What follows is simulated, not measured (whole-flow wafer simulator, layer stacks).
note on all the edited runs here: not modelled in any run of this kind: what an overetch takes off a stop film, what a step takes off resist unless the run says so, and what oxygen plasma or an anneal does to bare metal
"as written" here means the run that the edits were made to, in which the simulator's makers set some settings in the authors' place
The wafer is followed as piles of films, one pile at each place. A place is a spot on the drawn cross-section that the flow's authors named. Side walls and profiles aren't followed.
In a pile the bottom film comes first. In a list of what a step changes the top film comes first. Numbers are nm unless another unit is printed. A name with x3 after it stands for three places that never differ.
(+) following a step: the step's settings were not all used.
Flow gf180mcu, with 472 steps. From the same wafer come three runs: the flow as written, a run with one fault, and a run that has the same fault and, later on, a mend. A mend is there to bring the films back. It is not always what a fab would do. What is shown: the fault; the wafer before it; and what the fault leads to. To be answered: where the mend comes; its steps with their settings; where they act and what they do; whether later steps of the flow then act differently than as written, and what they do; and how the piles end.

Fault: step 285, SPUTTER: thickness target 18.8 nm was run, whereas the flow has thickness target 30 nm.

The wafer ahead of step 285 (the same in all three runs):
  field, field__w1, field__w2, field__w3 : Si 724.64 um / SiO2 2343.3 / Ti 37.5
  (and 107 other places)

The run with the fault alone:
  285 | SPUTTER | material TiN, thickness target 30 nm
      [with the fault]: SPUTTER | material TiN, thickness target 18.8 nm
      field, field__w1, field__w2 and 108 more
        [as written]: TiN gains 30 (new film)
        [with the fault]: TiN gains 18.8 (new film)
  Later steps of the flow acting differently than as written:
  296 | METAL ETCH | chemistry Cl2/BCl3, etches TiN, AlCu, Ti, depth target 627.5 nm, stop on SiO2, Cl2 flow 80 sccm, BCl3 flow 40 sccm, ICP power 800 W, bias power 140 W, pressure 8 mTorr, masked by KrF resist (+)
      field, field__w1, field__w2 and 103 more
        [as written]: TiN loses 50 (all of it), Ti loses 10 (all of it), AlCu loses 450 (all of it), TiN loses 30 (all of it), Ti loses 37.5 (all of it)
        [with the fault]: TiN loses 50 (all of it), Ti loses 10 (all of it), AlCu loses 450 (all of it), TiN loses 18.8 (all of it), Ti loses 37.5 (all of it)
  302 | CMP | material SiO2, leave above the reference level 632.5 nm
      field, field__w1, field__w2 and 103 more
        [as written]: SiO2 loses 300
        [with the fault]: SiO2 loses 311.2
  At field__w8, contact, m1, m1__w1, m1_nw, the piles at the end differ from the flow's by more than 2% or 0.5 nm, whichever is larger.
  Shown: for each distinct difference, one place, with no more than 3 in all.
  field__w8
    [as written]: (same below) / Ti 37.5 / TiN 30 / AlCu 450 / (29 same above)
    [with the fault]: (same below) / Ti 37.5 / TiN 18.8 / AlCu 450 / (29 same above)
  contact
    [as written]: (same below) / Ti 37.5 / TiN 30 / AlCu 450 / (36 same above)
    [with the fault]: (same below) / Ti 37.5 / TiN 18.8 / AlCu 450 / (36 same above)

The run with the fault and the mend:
  The mend follows step 285.
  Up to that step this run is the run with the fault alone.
  285a | SPUTTER | material TiN, thickness target 11.2 nm (a further turn of the flow's step 285, with different settings)
      field, field__w1, field__w2 and 108 more
        TiN gains 11.2
  None of the later steps of the flow acts differently than as written at any place that is followed.
  The piles end the same as the flow's at every place that both follow.
